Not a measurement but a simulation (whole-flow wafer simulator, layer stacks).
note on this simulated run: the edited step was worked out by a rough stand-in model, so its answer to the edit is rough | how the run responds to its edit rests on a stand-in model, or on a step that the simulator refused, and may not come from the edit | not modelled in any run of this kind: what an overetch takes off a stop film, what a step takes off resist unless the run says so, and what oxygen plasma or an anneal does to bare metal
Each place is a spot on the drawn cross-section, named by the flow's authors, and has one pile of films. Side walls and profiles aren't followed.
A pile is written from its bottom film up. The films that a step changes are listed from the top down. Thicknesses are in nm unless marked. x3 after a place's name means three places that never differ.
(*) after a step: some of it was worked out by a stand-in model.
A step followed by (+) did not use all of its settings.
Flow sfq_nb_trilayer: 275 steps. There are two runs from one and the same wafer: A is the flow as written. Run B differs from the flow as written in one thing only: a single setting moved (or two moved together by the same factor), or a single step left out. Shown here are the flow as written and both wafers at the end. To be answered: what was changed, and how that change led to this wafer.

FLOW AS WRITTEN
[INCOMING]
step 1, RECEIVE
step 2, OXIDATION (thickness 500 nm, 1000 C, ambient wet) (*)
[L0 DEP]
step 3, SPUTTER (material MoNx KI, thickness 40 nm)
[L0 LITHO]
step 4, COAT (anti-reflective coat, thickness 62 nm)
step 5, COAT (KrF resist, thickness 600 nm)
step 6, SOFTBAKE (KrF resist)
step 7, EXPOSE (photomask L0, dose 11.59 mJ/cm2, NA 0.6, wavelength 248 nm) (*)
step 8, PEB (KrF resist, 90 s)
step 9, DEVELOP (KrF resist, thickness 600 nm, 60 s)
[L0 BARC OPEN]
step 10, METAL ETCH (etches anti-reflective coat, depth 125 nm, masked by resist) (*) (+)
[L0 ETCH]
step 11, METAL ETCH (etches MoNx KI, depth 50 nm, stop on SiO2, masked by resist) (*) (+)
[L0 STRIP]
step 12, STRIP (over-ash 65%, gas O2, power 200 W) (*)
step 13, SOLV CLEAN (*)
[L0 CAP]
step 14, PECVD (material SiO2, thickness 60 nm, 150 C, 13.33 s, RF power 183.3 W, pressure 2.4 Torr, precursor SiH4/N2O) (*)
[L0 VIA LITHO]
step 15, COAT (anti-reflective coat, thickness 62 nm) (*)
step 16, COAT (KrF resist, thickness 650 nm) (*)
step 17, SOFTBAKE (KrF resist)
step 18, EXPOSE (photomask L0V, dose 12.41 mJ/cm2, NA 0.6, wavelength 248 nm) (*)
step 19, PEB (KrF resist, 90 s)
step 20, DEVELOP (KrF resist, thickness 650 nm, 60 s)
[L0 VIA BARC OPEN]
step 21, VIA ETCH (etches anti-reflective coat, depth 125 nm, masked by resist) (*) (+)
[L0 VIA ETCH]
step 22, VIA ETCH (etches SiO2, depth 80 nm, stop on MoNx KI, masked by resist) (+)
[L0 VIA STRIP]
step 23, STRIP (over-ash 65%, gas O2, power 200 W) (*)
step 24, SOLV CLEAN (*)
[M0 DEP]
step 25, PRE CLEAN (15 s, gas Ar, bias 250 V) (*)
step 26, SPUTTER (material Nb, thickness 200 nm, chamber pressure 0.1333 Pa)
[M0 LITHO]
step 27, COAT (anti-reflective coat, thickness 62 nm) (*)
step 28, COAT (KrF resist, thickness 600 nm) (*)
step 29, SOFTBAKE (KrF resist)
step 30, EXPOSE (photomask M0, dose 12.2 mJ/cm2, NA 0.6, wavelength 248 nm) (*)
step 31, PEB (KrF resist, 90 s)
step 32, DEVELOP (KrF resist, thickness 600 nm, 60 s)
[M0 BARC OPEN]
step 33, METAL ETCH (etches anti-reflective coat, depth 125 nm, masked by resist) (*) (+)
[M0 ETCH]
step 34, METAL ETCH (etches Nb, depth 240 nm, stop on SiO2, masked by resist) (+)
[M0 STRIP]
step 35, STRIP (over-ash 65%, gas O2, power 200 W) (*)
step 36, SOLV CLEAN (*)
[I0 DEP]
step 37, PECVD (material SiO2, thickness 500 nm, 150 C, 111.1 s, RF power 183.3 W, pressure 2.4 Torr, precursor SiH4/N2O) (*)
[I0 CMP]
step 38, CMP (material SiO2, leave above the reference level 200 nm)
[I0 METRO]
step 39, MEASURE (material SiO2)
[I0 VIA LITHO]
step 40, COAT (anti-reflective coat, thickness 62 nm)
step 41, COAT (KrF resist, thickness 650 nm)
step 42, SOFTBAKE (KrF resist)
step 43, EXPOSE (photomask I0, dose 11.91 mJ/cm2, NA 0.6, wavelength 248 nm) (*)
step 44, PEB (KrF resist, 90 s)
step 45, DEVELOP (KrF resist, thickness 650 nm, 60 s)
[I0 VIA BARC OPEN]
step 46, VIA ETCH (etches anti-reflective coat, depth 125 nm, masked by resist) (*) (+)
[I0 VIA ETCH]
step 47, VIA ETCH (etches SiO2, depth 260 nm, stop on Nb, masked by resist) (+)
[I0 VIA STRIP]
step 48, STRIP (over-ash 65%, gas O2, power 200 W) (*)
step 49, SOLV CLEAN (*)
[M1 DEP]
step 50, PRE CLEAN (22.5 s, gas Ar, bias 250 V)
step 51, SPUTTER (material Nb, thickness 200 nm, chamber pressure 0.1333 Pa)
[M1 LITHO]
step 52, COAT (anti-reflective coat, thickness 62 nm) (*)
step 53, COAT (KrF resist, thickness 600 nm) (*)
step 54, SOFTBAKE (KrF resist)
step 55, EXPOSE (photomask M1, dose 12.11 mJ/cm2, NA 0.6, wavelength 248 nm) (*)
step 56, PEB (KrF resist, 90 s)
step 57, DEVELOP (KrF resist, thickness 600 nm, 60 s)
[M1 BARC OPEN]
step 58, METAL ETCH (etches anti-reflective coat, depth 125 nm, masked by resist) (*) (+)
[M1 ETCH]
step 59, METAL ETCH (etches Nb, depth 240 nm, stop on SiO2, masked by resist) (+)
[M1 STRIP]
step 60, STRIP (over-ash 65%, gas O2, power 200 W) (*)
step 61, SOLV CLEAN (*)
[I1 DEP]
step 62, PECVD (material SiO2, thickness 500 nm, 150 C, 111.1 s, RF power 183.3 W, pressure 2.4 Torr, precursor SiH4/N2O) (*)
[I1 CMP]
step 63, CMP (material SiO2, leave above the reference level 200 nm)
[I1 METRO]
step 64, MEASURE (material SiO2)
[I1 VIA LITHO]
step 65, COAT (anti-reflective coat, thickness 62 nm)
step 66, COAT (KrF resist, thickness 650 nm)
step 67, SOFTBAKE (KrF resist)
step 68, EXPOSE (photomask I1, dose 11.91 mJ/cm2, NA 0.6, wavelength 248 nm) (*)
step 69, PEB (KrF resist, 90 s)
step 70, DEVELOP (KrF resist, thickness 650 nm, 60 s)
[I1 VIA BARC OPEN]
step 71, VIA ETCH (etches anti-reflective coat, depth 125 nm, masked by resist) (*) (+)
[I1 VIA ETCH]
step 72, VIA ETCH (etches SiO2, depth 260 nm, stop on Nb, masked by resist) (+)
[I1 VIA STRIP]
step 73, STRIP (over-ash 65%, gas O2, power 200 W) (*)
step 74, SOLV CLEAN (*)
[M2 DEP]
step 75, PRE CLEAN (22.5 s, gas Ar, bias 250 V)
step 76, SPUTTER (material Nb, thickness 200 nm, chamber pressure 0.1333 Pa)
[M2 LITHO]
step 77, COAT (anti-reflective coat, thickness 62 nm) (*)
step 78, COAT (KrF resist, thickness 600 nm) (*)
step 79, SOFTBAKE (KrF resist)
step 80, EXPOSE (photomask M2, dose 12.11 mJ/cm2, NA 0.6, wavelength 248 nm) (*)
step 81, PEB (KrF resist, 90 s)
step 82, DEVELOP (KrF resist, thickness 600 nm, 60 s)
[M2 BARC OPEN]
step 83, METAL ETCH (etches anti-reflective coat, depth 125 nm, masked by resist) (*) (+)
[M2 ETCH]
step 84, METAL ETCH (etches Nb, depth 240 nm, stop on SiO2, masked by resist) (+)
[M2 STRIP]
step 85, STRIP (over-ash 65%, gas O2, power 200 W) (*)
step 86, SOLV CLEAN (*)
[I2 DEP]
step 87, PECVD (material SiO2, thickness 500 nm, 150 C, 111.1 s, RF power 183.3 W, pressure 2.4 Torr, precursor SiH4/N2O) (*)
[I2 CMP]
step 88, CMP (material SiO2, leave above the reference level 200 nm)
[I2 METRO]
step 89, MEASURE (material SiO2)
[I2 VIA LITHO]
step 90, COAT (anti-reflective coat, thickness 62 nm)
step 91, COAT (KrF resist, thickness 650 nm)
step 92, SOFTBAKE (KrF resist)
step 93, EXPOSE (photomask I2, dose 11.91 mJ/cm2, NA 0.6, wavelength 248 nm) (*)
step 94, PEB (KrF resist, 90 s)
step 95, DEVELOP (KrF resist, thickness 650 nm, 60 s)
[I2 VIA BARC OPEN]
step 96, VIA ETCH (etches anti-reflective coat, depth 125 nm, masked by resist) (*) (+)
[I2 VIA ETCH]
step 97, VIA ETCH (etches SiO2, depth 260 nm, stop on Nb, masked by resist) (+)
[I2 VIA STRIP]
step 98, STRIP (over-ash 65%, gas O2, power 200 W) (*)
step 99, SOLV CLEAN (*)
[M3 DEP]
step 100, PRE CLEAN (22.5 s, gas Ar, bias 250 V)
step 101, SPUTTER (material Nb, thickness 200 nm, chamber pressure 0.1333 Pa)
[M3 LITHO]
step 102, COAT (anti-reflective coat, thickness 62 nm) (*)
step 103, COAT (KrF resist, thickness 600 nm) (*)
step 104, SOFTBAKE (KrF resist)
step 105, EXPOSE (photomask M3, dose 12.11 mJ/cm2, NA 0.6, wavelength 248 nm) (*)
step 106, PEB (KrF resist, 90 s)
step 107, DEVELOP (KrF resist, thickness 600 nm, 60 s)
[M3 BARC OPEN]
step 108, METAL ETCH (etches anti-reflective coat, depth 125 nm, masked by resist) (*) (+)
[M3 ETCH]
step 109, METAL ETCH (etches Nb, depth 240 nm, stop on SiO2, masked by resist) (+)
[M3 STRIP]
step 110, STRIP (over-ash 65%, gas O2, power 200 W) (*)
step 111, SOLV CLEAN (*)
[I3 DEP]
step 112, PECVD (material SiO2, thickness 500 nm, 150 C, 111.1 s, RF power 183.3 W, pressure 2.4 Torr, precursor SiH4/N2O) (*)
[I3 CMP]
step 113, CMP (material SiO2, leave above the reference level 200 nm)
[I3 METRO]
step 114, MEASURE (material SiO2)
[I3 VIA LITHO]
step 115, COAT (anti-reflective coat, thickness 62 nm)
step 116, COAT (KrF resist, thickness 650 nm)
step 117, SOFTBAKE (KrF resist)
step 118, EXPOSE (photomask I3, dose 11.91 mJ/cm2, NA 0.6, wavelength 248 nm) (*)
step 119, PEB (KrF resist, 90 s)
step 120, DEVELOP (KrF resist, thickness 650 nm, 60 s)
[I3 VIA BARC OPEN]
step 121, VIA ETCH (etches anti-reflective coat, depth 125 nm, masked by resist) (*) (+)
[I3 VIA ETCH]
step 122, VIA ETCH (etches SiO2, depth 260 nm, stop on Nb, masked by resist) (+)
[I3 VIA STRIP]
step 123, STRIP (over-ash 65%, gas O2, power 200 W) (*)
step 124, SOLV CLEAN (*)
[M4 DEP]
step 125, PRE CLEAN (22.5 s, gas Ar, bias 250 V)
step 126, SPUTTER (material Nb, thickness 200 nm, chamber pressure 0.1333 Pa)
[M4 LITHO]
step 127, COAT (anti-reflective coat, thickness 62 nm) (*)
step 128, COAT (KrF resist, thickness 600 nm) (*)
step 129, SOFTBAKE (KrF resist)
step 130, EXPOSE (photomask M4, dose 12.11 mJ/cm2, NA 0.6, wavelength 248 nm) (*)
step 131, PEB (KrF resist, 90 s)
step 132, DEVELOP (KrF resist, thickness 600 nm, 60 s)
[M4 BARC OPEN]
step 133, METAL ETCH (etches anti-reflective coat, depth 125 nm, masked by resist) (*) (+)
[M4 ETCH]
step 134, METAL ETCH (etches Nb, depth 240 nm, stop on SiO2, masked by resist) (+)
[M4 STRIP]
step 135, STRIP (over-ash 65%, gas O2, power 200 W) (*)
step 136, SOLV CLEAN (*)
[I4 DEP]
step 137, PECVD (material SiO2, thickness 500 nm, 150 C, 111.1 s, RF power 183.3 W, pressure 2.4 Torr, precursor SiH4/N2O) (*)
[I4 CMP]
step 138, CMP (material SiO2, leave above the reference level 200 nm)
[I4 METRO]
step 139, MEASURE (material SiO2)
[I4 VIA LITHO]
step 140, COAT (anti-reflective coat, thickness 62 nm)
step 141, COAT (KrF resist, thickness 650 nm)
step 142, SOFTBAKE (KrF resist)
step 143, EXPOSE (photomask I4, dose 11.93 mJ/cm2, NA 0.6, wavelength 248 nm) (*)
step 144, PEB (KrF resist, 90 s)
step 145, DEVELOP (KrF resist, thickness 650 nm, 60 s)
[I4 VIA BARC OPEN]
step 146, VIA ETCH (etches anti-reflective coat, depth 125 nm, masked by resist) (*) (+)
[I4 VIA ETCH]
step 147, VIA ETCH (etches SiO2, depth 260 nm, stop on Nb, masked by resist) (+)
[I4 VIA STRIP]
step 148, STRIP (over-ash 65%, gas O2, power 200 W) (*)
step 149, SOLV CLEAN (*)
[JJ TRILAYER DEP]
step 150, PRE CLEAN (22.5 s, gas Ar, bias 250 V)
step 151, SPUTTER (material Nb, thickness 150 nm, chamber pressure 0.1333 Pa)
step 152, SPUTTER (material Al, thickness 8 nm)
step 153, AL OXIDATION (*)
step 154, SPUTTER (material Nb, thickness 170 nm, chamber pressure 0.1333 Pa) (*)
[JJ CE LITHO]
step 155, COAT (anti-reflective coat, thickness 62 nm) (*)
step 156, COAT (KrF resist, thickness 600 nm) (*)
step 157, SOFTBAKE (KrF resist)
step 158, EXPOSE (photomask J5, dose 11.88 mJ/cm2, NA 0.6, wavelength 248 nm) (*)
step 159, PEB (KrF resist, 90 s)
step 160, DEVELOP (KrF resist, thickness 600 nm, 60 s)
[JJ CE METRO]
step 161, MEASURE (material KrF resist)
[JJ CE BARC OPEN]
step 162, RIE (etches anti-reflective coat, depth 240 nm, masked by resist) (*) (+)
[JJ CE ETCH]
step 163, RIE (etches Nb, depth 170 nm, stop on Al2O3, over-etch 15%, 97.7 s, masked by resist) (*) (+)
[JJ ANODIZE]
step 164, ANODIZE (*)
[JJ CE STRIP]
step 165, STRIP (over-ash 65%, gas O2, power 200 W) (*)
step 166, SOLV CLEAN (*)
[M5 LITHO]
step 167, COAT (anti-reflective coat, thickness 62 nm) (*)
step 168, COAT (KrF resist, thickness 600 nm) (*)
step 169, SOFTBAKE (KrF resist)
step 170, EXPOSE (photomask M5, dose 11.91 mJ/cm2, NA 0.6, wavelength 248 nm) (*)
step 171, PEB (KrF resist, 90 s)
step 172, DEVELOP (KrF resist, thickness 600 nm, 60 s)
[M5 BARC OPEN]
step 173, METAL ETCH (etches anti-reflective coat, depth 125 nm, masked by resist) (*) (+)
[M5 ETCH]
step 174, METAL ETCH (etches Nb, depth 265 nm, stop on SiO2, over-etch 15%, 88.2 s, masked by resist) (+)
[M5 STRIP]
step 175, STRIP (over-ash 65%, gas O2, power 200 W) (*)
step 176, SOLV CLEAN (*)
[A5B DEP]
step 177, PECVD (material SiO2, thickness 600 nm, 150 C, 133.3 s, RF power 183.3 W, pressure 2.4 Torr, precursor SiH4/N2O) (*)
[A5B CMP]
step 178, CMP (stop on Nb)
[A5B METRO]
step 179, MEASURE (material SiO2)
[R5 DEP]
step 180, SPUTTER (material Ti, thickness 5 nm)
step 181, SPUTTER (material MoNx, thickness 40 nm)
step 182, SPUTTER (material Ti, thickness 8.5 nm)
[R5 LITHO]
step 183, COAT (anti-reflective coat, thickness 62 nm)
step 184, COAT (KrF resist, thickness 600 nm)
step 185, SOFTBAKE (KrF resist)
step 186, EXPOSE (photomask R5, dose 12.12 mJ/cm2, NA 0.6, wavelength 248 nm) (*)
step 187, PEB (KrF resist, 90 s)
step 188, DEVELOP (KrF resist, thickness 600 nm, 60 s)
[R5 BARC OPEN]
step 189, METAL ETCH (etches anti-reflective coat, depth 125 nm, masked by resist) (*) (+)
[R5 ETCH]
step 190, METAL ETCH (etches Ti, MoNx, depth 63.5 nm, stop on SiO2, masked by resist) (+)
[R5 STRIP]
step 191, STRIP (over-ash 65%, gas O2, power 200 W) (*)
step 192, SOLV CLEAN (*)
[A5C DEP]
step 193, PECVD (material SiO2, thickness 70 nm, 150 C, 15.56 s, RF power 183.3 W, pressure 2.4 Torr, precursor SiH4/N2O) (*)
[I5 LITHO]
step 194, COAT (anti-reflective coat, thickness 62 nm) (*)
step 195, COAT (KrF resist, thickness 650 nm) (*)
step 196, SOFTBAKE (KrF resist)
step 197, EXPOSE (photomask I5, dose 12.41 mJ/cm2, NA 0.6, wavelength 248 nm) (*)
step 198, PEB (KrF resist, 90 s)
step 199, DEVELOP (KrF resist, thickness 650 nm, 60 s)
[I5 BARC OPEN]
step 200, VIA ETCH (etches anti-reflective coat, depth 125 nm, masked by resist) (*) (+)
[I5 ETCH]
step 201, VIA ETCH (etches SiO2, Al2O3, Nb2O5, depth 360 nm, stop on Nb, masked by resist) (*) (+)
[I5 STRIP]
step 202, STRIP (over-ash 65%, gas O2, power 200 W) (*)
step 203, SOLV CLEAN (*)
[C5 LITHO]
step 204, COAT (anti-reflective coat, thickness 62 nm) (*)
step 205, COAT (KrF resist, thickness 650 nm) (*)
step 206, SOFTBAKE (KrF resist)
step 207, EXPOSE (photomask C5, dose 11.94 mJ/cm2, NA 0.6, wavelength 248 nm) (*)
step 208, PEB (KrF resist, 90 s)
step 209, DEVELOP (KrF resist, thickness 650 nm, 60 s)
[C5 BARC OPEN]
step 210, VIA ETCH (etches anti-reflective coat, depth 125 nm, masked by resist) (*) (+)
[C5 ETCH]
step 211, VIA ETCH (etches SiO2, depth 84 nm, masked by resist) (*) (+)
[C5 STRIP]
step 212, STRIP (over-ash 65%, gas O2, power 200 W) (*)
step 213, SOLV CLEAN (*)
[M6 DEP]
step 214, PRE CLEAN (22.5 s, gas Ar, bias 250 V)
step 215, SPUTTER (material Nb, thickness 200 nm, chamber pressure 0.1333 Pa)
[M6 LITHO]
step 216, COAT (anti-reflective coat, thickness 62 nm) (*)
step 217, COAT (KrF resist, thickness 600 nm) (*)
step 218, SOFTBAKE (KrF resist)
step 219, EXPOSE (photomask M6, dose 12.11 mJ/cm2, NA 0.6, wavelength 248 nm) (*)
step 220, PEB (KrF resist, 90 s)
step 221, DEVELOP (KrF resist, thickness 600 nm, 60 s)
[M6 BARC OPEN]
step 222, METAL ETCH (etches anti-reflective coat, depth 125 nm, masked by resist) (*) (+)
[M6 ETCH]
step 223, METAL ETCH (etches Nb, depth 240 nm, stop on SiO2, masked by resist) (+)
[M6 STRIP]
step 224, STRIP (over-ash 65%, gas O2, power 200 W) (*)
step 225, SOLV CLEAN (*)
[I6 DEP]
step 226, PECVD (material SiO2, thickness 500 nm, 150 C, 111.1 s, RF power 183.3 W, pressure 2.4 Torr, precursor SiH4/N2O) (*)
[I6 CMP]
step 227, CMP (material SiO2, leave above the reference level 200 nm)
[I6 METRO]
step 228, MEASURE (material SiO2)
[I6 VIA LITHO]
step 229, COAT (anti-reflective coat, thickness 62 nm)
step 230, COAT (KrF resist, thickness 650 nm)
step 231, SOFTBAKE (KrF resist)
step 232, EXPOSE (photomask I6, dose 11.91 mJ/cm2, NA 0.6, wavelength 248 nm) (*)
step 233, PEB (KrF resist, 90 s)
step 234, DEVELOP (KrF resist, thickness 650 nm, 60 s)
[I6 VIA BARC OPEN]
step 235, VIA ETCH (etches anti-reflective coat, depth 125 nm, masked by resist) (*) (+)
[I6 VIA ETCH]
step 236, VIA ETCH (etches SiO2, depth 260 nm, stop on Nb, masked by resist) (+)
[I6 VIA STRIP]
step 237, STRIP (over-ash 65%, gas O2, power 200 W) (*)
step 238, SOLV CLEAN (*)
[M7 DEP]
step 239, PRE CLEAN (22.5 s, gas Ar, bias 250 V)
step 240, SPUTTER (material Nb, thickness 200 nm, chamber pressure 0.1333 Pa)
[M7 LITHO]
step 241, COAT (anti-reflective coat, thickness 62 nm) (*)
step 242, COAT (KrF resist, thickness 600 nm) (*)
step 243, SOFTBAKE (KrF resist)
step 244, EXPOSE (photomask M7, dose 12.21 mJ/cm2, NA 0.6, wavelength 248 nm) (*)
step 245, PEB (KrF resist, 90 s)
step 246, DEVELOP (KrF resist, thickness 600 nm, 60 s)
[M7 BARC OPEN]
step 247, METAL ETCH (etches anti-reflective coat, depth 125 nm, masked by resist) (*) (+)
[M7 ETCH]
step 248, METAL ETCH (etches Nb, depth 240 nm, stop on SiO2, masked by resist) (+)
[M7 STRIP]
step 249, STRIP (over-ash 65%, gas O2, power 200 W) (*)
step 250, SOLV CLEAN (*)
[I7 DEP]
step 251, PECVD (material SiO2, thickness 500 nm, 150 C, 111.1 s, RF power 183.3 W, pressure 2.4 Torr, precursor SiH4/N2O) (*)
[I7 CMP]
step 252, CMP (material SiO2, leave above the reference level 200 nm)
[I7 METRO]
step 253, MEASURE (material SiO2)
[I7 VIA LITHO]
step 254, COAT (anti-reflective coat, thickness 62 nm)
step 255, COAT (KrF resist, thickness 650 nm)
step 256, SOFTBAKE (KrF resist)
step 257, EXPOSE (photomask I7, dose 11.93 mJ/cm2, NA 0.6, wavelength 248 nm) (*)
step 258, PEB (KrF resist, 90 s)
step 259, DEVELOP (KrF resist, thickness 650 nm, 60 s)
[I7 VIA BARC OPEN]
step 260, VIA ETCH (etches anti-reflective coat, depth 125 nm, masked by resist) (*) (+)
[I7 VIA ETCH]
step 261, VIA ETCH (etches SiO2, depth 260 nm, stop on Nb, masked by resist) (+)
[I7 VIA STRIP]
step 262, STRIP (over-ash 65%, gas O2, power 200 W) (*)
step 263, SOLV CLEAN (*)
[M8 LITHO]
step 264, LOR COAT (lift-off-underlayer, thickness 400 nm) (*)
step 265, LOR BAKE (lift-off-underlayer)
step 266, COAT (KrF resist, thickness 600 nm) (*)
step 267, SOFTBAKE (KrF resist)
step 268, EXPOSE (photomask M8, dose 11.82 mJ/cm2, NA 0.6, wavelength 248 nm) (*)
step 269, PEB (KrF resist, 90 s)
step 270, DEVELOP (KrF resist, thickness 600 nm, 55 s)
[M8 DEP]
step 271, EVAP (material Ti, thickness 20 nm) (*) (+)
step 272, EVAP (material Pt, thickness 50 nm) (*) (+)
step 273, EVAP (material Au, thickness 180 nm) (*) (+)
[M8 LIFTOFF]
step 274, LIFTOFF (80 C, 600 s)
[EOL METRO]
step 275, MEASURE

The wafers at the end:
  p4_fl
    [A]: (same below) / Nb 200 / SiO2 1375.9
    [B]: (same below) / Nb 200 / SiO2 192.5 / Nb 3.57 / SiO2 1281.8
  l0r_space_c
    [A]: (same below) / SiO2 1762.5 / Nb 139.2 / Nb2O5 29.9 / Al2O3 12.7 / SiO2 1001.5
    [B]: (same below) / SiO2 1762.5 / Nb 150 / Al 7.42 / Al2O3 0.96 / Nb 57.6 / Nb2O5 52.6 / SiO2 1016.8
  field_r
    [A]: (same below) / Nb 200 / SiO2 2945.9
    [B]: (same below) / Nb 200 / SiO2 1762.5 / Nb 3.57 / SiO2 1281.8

The reason: step 154, SPUTTER: thickness 272 nm was run, whereas the flow has thickness 170 nm.

How this came from the change, step by step:
  step 154, SPUTTER (material Nb, thickness 170 nm, chamber pressure 0.1333 Pa) (*)
      field_l, v_sur, via_sp and 100 more: A +170 Nb (new film) | B +272 Nb (new film)
      via_wl, via_wr: A +140.7 Nb (new film) | B +226.1 Nb (new film)
      (as well as at 1 more place)
  step 155, COAT (anti-reflective coat, thickness 62 nm) (*)
      via_wl, via_wr: A +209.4 anti-reflective coat (new film) | B +241.6 anti-reflective coat (new film)
      via_w: A +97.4 anti-reflective coat (new film) | B +108.3 anti-reflective coat (new film)
  step 156, COAT (KrF resist, thickness 600 nm) (*)
      via_wl: A +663 KrF resist (new film) | B +647.6 KrF resist (new film)
      via_wr: A +663.2 KrF resist (new film) | B +647.8 KrF resist (new film)
  step 160, DEVELOP (KrF resist, thickness 600 nm, 60 s)
      via_wl: A -661.6 KrF resist (all of it) | B -646.2 KrF resist (all of it)
      via_wr: A -661.8 KrF resist (all of it) | B -646.4 KrF resist (all of it)
  step 162, RIE (etches anti-reflective coat, depth 240 nm, masked by resist) (*) (+)
      via_wl, via_wr: A -209.4 anti-reflective coat (all of it) | B -240 anti-reflective coat
      ce_l, c5j, ce_r, wl_jj: A -209.4 KrF resist | B -240 KrF resist
      (as well as at 1 more place)
  step 163, RIE (etches Nb, depth 170 nm, stop on Al2O3, over-etch 15%, 97.7 s, masked by resist) (*) (+)
      field_l, v_sur, via_sp and 96 more: A -170 Nb (all of it), -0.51 Al2O3 | B -195.5 Nb
      via_wl, via_wr: A -140.7 Nb (all of it), -0.96 Al2O3 (all of it) | B -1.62 anti-reflective coat (all of it), -191.1 Nb
      (as well as at 1 more place)
  step 164, ANODIZE (*)
      field_l, v_sur, via_sp and 96 more: A +12.2 Al2O3, +29.9 Nb2O5 (new film), -7.42 Al (all of it), -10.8 Nb | B +52.6 Nb2O5 (new film), -18.9 Nb
      via_wl, via_wr: A +7.52 Al2O3 (new film), +39.2 Nb2O5 (new film), -4.56 Al (all of it), -14.1 Nb | B +52.6 Nb2O5 (new film), -18.9 Nb
      (as well as at 1 more place)
  step 165, STRIP (over-ash 65%, gas O2, power 200 W) (*)
      ce_l: A -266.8 KrF resist (all of it), -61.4 anti-reflective coat (all of it) | B -236.1 KrF resist (all of it), -61.4 anti-reflective coat (all of it)
      c5j: A -266.9 KrF resist (all of it), -61.5 anti-reflective coat (all of it) | B -236.2 KrF resist (all of it), -61.5 anti-reflective coat (all of it)
      (as well as at 2 more places)
  step 167, COAT (anti-reflective coat, thickness 62 nm) (*)
      wl_j_sl, wl_j_sr: A +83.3 anti-reflective coat (new film) | B +85.4 anti-reflective coat (new film)
      v_sur: A +44.9 anti-reflective coat (new film) | B +39.4 anti-reflective coat (new film)
      (as well as at 6 more places)
  step 168, COAT (KrF resist, thickness 600 nm) (*)
      via_wl: A +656 KrF resist (new film) | B +684.4 KrF resist (new film)
      via_w: A +732.6 KrF resist (new film) | B +769.1 KrF resist (new film)
      (as well as at 1 more place)
  step 174, METAL ETCH (etches Nb, depth 265 nm, stop on SiO2, over-etch 15%, 88.2 s, masked by resist) (+)
      field_l, r_sur, res and 50 more: A -12.6 Al2O3 (all of it), -29.9 Nb2O5 (all of it), -139.2 Nb (all of it), -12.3 SiO2 | B -52.6 Nb2O5 (all of it), -57.6 Nb (all of it), -0.96 Al2O3 (all of it), -7.42 Al (all of it), -146.4 Nb
  step 175, STRIP (over-ash 65%, gas O2, power 200 W) (*)
      v_sur: A -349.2 KrF resist (all of it), -44.9 anti-reflective coat (all of it) | B -342 KrF resist (all of it), -39.4 anti-reflective coat (all of it)
      via_wl: A -427 KrF resist (all of it), -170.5 anti-reflective coat (all of it) | B -455.4 KrF resist (all of it), -169.9 anti-reflective coat (all of it)
      (as well as at 9 more places)
  step 177, PECVD (material SiO2, thickness 600 nm, 150 C, 133.3 s, RF power 183.3 W, pressure 2.4 Torr, precursor SiH4/N2O) (*)
      field_l, p4_fl, p4_fm and 39 more: A +600 SiO2 | B +600 SiO2 (new film)
      r_sur, res, r_end, moat, field_r, lsp_l: A +592.9 SiO2 | B +590.4 SiO2 (new film)
      (as well as at 5 more places)
  step 178, CMP (stop on Nb)
      v_sur, via_sp, via_v and 43 more: A -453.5 SiO2 | B -438.2 SiO2
      field_l, p4_fl, p4_fm and 39 more: A -259.3 SiO2 | B -173.2 SiO2
      (as well as at 14 more places)
  step 201, VIA ETCH (etches SiO2, Al2O3, Nb2O5, depth 360 nm, stop on Nb, masked by resist) (*) (+)
      be: A -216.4 SiO2 (all of it), -12.7 Al2O3 (all of it), -29.9 Nb2O5 (all of it) | B -231.6 SiO2 (all of it), -52.6 Nb2O5 (all of it)
  step 204, COAT (anti-reflective coat, thickness 62 nm) (*)
      be: A +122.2 anti-reflective coat (new film) | B +125.9 anti-reflective coat (new film)
  ... 6 other steps ...
  step 226, PECVD (material SiO2, thickness 500 nm, 150 C, 111.1 s, RF power 183.3 W, pressure 2.4 Torr, precursor SiH4/N2O) (*)
      be: A +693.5 SiO2 (new film) | B +724.4 SiO2 (new film)
Taking metal films that touch as one body, p4_fl has 3 bodies (between them, from the top down: SiO2 192.5; SiO2 1370); the flow as written gives 2 bodies (between them, from the top down: SiO2 1370).
Taking metal films that touch as one body, l0r_space_c has 3 bodies (between them, from the top down: Al2O3 0.96; SiO2 1762.5); the flow as written gives 2 bodies (between them, from the top down: SiO2 1762.5).
Taking metal films that touch as one body, field_r has 2 bodies (between them, from the top down: SiO2 1762.5); the flow as written gives 1 body.
